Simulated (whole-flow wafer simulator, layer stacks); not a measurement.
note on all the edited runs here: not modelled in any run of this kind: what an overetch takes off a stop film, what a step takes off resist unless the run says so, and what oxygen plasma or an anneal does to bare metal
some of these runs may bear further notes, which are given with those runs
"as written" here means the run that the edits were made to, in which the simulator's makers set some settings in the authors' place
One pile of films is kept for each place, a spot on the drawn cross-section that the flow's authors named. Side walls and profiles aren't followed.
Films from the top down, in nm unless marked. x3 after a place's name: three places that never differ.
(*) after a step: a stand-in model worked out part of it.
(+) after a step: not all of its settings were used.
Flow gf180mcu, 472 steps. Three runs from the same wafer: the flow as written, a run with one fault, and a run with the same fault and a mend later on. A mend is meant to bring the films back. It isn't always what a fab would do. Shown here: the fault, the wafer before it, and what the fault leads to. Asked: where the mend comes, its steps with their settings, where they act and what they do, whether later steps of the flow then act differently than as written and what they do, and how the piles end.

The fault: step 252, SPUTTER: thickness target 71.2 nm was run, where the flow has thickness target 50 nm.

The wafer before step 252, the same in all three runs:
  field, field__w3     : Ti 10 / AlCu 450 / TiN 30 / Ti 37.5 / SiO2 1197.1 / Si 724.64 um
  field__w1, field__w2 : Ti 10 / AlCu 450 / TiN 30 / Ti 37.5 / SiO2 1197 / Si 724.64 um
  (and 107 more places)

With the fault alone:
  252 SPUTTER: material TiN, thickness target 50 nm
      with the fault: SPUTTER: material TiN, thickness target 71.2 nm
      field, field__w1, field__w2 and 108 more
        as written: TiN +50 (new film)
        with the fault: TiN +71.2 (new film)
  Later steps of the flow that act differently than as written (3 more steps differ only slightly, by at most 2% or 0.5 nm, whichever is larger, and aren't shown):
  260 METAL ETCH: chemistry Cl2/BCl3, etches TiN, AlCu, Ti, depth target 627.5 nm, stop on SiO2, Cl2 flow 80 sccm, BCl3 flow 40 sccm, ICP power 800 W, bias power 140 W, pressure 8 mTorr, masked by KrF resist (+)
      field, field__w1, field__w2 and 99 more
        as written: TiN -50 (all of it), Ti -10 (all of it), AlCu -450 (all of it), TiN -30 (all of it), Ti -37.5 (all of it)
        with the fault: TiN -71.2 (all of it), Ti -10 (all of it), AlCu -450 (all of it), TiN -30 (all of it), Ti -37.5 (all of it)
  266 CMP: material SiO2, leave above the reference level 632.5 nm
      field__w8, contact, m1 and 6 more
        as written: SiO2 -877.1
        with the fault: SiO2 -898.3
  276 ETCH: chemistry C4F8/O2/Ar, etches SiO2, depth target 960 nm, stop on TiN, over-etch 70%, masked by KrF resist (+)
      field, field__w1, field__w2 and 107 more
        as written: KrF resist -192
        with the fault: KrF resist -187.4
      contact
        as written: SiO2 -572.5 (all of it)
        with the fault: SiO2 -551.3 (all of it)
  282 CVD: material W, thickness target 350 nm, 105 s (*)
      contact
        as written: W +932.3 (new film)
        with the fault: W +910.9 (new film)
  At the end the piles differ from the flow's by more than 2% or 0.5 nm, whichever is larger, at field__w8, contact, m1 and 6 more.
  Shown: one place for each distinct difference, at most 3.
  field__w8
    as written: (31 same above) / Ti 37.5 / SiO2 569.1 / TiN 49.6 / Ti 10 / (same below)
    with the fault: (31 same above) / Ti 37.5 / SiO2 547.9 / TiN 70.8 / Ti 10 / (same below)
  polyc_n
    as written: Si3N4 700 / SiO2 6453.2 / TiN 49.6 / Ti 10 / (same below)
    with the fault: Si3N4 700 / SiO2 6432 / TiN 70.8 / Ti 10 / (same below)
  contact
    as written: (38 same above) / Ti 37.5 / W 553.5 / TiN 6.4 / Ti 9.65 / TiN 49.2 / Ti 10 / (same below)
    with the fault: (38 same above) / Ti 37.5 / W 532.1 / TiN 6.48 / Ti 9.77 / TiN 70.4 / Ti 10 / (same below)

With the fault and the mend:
  The mend comes after step 259.
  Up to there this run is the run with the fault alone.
  259a STRIP: chemistry O2/N2, power 2160 W, pressure 1700 mTorr (*)
      field__w8, contact, m1 and 6 more
        KrF resist -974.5 (all of it)
  259b METAL ETCH: chemistry Cl2/BCl3, etches TiN, AlCu, Ti, depth target 21.2 nm, Cl2 flow 80 sccm, BCl3 flow 40 sccm, ICP power 800 W, bias power 140 W, pressure 8 mTorr
      field, field__w1, field__w2 and 108 more
        TiN -21.2
  259c HMDS: 120 C, 60 s (the flow's step 254 once more)
      changes no film at any place that is followed
  259d COAT: KrF resist, thickness 1000 nm (the flow's step 255 once more)
      field, field__w1, field__w2 and 108 more
        KrF resist +1000 (new film)
  259e SOFTBAKE: KrF resist (the flow's step 256 once more)
      changes no film at any place that is followed
  259f EXPOSE: photomask Metal1 (the flow's step 257 once more)
      changes no film at any place that is followed
  259g PEB: KrF resist, 135 C, 90 s (the flow's step 258 once more)
      field, field__w1, field__w2 and 108 more
        KrF resist -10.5
  259h DEVELOP: thickness 1000 nm, 60 s (the flow's step 259 once more)
      field, field__w1, field__w2 and 99 more
        KrF resist -989.5 (all of it)
      field__w8, contact, m1 and 6 more
        KrF resist -14.9
  No later step of the flow acts differently than as written at any place that is followed.
  At the end the piles are the same as the flow's at every place that both follow.
